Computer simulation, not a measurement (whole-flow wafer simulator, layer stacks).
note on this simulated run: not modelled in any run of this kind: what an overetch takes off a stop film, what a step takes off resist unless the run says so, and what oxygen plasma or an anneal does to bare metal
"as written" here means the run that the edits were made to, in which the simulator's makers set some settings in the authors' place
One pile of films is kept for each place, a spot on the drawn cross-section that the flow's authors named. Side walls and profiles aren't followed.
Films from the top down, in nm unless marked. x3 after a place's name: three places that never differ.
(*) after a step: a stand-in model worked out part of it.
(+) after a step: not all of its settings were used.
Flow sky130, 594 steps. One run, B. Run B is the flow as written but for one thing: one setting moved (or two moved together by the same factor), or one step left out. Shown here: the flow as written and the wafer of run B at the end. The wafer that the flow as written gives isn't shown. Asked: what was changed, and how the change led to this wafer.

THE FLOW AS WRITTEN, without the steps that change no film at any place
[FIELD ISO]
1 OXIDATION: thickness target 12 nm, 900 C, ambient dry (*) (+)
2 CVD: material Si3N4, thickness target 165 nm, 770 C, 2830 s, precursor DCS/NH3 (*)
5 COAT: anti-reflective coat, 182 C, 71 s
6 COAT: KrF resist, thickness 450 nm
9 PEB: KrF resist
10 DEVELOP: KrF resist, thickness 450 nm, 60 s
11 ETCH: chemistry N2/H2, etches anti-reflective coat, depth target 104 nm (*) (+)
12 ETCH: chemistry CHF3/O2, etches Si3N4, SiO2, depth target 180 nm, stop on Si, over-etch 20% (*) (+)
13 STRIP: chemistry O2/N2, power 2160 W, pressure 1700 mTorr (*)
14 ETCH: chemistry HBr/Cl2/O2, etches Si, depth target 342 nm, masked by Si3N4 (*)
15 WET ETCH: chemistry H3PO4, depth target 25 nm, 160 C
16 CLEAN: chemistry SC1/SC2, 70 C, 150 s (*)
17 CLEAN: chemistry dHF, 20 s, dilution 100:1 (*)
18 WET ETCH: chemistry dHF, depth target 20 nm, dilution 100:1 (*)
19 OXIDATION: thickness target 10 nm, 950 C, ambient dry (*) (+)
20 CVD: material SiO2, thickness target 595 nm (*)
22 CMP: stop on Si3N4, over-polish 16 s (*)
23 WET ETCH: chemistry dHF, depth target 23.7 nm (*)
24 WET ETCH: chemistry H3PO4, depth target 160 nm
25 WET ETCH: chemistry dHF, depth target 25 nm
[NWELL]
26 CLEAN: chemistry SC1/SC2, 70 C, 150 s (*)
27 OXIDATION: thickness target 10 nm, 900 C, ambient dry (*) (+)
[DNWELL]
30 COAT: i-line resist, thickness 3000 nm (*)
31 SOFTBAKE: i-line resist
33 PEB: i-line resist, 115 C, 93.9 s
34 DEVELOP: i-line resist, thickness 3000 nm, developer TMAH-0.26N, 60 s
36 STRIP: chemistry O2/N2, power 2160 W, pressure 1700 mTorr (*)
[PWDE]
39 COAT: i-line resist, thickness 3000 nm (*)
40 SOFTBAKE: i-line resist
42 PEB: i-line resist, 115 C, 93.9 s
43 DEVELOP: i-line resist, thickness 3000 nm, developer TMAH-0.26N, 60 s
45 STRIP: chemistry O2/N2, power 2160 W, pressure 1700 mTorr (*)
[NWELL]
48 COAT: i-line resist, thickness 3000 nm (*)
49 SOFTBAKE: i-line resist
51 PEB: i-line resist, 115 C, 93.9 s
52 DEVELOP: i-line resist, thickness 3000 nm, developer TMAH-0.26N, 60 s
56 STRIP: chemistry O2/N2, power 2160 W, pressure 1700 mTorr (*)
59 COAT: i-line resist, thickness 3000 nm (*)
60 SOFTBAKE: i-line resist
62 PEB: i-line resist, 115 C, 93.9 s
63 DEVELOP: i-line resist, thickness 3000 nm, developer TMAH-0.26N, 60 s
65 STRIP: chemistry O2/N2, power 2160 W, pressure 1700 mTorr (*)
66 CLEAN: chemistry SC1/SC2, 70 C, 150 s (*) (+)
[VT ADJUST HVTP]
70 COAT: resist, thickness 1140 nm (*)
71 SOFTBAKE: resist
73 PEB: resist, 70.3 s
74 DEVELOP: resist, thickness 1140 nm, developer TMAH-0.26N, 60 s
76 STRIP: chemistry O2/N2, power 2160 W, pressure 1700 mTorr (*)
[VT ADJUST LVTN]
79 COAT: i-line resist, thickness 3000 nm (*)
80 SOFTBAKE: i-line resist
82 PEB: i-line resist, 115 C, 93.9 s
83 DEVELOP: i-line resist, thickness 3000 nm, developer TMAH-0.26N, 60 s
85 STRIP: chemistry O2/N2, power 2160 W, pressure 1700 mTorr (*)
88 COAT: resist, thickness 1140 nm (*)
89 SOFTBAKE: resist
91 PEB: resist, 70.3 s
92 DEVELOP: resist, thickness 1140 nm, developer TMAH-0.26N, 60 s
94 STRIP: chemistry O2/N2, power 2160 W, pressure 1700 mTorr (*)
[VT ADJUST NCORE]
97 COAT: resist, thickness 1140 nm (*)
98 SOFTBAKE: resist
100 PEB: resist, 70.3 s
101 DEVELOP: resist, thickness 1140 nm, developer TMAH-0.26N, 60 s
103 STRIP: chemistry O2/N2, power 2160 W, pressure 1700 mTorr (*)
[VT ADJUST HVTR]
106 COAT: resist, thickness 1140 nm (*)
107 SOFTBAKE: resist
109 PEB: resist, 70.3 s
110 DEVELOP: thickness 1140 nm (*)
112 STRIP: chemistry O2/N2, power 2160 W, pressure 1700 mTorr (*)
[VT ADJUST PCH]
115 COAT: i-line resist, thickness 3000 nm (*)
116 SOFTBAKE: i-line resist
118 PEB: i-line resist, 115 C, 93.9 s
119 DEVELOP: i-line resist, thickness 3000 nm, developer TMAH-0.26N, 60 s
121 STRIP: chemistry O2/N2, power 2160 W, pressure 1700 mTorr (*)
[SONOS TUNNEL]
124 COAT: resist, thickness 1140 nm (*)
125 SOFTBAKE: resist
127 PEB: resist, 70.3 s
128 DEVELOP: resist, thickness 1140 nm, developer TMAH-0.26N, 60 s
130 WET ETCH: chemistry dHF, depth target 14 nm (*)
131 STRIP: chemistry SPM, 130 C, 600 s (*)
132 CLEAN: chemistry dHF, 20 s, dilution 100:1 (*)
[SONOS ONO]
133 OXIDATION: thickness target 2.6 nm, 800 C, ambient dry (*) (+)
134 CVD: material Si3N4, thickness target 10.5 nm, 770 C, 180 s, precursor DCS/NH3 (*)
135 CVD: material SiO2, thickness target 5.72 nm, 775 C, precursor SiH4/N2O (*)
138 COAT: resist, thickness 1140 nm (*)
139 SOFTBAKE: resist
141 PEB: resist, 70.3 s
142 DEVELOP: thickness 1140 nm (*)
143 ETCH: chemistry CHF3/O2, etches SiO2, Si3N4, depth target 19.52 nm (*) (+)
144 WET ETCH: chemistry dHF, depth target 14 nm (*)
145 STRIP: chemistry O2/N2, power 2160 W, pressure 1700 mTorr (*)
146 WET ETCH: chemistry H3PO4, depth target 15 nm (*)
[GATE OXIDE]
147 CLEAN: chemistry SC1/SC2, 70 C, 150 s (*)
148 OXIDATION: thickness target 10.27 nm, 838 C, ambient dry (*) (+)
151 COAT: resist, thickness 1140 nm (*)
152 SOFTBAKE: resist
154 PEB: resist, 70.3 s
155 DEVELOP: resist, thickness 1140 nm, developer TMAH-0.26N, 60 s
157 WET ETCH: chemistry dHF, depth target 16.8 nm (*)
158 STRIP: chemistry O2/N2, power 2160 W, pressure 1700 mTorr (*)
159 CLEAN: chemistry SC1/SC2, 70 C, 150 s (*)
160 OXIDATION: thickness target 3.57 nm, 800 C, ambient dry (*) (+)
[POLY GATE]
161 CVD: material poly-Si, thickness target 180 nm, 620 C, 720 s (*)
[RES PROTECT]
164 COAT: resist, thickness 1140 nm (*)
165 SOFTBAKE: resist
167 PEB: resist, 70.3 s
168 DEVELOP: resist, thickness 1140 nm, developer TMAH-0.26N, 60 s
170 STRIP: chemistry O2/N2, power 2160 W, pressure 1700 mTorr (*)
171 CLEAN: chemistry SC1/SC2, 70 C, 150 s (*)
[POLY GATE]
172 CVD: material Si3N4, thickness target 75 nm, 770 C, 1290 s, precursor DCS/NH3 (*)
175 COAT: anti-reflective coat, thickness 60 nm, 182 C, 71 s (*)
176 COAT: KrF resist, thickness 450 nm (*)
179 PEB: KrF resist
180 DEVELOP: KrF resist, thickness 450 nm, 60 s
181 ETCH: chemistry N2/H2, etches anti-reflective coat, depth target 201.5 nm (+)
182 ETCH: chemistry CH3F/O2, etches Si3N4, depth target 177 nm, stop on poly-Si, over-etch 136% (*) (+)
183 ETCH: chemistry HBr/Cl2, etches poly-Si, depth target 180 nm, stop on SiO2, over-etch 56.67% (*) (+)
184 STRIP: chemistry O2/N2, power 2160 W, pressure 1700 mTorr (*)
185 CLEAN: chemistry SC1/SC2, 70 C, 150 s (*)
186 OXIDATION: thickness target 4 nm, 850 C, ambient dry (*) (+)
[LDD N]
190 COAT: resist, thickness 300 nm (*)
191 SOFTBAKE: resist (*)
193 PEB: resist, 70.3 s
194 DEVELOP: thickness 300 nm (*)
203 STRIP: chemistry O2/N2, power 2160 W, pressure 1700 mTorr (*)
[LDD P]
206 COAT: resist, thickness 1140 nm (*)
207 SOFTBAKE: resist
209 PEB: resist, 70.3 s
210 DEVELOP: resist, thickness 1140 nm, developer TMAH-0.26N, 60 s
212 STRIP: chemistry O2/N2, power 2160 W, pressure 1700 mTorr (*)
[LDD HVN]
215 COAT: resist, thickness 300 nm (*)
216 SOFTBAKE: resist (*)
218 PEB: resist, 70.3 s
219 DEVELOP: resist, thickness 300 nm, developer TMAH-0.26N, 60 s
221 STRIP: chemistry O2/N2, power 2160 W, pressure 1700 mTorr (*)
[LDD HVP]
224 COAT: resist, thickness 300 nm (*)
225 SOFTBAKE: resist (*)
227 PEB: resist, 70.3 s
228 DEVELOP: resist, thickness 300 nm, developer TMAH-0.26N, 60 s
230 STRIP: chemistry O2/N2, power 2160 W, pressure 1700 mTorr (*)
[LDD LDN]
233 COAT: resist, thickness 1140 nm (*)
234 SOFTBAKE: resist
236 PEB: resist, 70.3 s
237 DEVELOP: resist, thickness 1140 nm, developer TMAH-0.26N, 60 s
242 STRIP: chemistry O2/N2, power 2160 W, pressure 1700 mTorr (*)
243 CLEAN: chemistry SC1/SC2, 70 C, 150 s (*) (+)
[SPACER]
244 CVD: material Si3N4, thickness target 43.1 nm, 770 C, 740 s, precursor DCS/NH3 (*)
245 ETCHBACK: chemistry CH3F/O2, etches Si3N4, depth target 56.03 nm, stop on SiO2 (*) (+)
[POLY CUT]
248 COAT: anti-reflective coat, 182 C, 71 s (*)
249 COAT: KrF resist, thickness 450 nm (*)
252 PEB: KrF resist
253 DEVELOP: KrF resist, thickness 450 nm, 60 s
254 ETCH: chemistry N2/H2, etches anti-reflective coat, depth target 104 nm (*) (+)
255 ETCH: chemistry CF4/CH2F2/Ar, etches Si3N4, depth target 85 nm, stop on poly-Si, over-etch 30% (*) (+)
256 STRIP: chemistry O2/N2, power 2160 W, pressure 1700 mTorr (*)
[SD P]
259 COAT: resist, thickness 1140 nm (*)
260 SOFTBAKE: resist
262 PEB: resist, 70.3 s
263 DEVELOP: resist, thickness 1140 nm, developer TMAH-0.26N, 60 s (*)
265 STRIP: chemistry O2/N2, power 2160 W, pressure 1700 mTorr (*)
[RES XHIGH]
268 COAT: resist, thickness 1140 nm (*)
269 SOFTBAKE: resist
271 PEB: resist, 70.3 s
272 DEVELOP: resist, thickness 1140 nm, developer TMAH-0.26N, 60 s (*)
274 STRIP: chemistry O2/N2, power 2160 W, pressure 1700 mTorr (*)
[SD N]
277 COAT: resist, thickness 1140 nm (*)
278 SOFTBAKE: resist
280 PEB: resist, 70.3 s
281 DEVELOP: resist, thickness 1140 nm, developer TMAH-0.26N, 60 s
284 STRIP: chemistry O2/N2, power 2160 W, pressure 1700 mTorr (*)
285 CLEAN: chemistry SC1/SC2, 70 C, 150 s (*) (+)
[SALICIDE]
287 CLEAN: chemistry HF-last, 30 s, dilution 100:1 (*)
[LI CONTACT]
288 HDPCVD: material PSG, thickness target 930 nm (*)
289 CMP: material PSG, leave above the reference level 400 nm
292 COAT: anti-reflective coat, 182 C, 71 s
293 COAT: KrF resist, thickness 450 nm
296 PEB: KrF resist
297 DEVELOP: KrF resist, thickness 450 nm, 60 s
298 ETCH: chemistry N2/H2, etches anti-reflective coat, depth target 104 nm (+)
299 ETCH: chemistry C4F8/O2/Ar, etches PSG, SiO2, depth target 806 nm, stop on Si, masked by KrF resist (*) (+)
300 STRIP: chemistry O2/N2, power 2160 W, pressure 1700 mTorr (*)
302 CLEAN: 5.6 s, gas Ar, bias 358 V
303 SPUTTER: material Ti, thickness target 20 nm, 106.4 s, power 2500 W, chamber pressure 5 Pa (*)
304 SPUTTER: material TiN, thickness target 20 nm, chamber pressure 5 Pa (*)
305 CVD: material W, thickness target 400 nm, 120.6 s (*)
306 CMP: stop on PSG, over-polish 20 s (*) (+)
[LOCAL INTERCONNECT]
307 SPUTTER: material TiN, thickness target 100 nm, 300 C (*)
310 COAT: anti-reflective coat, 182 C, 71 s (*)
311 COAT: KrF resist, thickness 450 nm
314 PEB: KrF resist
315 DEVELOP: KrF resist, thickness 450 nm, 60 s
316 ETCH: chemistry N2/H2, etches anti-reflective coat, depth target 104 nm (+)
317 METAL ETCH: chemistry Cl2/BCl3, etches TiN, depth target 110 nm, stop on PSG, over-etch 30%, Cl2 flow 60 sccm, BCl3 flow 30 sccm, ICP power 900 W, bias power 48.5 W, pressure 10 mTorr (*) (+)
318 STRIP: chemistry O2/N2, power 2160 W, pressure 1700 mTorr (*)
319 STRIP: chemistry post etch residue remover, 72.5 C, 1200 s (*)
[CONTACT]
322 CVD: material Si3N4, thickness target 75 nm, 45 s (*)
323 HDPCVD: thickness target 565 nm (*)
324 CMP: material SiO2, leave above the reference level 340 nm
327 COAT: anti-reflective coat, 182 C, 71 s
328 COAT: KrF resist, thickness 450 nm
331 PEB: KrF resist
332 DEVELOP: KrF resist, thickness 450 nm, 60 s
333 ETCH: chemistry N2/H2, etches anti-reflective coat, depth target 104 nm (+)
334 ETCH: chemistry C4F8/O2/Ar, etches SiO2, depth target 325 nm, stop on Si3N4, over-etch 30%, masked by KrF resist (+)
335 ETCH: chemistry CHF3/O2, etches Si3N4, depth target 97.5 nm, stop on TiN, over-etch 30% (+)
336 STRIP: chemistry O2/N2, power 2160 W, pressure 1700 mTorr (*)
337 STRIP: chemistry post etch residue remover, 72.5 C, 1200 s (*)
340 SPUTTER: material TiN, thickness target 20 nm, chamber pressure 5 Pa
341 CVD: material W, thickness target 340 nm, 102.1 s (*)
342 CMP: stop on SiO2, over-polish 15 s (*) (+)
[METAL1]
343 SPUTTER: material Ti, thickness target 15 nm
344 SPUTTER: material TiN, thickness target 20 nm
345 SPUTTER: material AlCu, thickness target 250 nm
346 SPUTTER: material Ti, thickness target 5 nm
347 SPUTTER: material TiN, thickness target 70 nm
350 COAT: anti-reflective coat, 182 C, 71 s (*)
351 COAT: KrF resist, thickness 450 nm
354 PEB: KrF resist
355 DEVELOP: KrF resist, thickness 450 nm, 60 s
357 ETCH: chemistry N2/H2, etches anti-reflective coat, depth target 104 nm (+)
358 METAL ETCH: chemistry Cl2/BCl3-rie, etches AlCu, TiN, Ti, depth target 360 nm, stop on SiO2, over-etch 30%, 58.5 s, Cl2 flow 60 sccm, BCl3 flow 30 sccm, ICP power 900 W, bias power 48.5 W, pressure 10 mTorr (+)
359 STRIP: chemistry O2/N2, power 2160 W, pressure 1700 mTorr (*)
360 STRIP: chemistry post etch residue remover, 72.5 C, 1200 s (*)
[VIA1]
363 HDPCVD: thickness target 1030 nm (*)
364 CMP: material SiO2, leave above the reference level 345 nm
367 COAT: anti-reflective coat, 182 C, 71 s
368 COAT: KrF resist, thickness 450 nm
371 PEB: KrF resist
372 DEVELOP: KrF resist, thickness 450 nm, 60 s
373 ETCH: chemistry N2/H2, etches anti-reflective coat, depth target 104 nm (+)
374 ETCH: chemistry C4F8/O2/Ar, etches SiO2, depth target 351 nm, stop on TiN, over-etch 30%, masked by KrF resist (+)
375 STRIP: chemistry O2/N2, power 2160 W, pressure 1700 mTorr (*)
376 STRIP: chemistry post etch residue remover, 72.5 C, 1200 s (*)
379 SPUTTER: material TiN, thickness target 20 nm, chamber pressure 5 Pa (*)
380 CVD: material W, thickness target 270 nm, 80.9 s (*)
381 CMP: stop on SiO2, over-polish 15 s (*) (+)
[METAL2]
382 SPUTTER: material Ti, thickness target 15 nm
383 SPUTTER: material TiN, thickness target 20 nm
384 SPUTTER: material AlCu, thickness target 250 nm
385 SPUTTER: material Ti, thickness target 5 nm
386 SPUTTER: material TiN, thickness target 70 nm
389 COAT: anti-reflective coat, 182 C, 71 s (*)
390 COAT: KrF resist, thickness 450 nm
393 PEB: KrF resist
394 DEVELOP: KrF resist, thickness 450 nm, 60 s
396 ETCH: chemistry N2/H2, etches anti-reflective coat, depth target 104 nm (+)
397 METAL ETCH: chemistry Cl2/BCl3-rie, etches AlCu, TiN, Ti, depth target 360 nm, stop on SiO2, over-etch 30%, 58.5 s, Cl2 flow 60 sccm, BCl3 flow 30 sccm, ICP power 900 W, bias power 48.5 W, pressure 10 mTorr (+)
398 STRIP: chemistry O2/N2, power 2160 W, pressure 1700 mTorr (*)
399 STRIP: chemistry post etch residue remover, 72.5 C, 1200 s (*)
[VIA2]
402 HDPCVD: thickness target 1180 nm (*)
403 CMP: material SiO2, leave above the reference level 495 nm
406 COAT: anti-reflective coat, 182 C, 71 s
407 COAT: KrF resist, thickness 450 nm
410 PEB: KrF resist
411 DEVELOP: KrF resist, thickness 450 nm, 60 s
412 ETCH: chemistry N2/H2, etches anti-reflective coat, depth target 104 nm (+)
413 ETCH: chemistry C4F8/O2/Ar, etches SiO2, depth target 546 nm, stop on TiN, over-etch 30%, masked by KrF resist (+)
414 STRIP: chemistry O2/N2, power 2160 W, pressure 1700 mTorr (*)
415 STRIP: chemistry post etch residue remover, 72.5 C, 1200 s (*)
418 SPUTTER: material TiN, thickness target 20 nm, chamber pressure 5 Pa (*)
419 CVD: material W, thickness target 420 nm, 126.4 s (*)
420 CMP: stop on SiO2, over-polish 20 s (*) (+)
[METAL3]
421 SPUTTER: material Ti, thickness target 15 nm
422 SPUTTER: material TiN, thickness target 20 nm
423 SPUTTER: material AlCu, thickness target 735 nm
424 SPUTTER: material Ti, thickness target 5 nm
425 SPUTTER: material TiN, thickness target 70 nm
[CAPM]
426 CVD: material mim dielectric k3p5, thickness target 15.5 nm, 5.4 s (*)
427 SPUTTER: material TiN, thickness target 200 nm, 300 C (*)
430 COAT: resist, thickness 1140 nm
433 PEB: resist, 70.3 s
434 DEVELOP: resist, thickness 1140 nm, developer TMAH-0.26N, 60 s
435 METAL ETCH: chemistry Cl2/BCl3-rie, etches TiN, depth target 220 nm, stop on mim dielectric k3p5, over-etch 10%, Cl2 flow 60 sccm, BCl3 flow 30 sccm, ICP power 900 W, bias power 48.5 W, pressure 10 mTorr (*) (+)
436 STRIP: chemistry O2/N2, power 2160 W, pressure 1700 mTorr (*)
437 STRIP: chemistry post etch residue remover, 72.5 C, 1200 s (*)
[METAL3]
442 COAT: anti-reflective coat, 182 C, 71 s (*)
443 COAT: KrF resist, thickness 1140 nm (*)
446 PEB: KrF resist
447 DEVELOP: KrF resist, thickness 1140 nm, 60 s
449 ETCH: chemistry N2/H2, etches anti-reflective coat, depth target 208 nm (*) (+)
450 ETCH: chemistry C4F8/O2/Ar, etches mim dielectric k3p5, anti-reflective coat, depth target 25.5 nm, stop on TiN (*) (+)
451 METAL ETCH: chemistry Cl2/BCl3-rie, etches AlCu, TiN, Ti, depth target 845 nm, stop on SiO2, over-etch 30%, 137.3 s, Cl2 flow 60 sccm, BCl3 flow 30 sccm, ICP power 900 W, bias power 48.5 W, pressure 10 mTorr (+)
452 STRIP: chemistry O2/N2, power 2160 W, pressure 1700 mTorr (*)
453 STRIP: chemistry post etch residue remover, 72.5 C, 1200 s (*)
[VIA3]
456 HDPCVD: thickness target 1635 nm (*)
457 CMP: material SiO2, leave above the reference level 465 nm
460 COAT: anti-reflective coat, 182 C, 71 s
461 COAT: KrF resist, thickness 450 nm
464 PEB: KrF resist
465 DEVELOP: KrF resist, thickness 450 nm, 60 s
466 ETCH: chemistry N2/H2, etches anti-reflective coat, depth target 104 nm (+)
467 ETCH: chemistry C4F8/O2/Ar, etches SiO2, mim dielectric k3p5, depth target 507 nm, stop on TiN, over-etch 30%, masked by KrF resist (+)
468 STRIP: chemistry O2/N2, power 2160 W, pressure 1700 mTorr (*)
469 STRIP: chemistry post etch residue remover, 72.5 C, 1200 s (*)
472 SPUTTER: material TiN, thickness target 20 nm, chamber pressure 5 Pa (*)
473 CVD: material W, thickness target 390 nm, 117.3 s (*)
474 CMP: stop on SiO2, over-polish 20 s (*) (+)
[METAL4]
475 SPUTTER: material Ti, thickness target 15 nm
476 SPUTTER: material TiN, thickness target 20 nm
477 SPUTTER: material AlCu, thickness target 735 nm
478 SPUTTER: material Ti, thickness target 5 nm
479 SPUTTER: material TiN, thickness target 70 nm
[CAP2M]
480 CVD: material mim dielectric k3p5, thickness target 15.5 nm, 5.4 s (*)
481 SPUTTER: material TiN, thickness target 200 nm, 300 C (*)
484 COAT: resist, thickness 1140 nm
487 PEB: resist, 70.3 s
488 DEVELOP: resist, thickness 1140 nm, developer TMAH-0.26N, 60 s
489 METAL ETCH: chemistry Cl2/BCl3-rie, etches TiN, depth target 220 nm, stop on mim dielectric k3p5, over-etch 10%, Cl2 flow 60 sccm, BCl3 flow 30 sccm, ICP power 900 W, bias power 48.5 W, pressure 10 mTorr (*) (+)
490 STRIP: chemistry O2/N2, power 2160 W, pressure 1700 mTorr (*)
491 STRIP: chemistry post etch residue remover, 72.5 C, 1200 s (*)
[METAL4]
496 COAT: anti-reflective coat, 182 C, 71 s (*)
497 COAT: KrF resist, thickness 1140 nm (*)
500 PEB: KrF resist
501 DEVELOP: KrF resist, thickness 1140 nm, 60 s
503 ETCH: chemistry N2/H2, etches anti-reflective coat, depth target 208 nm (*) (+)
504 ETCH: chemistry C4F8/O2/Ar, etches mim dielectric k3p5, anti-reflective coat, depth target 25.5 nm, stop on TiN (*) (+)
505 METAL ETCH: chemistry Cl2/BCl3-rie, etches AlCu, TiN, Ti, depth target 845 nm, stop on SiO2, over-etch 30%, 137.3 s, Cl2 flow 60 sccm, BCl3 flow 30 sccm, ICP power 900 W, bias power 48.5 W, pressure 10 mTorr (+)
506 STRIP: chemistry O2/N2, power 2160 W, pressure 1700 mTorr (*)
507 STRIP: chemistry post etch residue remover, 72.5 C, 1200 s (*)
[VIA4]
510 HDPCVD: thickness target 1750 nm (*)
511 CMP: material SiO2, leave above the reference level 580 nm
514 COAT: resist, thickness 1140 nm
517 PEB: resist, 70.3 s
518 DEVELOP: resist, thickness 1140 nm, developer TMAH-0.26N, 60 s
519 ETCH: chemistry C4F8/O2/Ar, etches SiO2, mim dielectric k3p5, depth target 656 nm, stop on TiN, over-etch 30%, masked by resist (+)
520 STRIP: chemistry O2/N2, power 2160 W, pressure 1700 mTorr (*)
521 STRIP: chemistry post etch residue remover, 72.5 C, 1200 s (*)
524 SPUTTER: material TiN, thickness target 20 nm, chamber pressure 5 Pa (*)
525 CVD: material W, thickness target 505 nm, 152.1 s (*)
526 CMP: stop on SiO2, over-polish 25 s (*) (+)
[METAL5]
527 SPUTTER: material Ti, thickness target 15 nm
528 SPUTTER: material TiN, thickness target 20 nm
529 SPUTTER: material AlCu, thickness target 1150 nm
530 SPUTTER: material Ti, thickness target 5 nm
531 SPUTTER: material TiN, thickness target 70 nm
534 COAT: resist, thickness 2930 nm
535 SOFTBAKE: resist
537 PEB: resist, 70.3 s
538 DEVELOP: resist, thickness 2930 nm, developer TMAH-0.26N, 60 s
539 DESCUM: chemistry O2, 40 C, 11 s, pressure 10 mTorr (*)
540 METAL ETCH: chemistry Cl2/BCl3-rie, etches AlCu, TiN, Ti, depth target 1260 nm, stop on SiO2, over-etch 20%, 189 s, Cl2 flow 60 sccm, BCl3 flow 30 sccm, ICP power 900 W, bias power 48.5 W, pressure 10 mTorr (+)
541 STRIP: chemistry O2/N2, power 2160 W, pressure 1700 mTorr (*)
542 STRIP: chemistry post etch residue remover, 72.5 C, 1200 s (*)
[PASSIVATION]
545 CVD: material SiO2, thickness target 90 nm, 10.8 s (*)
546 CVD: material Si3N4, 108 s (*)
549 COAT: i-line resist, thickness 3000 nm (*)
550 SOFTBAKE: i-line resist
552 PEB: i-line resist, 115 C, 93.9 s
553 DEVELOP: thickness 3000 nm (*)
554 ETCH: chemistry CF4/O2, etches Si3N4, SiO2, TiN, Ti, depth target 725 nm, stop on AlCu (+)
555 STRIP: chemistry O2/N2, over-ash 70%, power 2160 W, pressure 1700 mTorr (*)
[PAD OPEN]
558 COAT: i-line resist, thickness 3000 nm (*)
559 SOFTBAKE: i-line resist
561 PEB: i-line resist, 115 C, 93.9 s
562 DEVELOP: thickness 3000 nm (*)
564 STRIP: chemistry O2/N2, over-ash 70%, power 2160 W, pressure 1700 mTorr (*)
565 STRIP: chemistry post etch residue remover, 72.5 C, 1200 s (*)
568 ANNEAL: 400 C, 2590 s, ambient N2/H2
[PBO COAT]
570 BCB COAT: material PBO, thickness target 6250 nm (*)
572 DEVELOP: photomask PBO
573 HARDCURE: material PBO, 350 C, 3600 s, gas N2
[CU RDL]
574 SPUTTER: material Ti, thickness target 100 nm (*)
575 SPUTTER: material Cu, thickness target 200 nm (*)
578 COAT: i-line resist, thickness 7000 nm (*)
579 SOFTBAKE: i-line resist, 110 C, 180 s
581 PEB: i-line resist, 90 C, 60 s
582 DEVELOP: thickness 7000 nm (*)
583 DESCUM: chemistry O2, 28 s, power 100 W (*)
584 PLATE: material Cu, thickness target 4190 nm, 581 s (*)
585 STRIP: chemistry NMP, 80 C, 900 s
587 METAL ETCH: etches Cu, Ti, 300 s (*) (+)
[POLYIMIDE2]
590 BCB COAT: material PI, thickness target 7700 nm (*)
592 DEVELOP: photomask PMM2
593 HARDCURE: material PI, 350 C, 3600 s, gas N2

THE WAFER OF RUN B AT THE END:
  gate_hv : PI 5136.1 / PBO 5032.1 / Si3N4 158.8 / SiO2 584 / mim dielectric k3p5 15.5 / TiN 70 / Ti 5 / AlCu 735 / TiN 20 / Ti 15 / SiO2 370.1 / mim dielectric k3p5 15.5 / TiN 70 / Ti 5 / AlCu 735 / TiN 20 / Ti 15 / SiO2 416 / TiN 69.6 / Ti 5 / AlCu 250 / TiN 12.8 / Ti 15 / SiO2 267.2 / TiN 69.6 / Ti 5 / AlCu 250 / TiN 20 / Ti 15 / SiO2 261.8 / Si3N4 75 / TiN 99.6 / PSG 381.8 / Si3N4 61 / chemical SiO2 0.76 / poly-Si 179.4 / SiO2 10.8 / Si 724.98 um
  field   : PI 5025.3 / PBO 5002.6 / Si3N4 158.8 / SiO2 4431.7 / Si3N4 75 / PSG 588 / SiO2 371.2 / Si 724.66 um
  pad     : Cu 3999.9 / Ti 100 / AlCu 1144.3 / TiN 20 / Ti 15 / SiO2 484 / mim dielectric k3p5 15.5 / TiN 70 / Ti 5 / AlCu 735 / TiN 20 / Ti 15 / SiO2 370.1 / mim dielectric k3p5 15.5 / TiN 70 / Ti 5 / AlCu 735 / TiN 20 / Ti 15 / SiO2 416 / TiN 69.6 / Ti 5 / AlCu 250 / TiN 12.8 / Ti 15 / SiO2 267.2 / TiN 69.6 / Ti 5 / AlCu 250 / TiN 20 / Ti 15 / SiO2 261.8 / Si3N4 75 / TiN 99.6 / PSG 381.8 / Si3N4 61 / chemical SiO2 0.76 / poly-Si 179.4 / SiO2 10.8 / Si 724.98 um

The cause: step 383, SPUTTER: thickness target 12.8 nm was run, where the flow has thickness target 20 nm.
It can be read off the wafer: gate_hv has TiN 12.8, and step 383 as written asks for 20 nm.

How the change led to this, step by step:
  383 SPUTTER: material TiN, thickness target 20 nm
      field, active, n_well and 188 more: TiN +12.8 (new film) (as written it would be: TiN +20 (new film))
  397 METAL ETCH: chemistry Cl2/BCl3-rie, etches AlCu, TiN, Ti, depth target 360 nm, stop on SiO2, over-etch 30%, 58.5 s, Cl2 flow 60 sccm, BCl3 flow 30 sccm, ICP power 900 W, bias power 48.5 W, pressure 10 mTorr (+)
      field, active, gate and 82 more: TiN -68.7 (all of it), Ti -5 (all of it), AlCu -250 (all of it), TiN -12.8 (all of it), Ti -15 (all of it), SiO2 -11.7 (as written it would be: TiN -68.7 (all of it), Ti -5 (all of it), AlCu -250 (all of it), TiN -20 (all of it), Ti -15 (all of it), SiO2 -10.9)
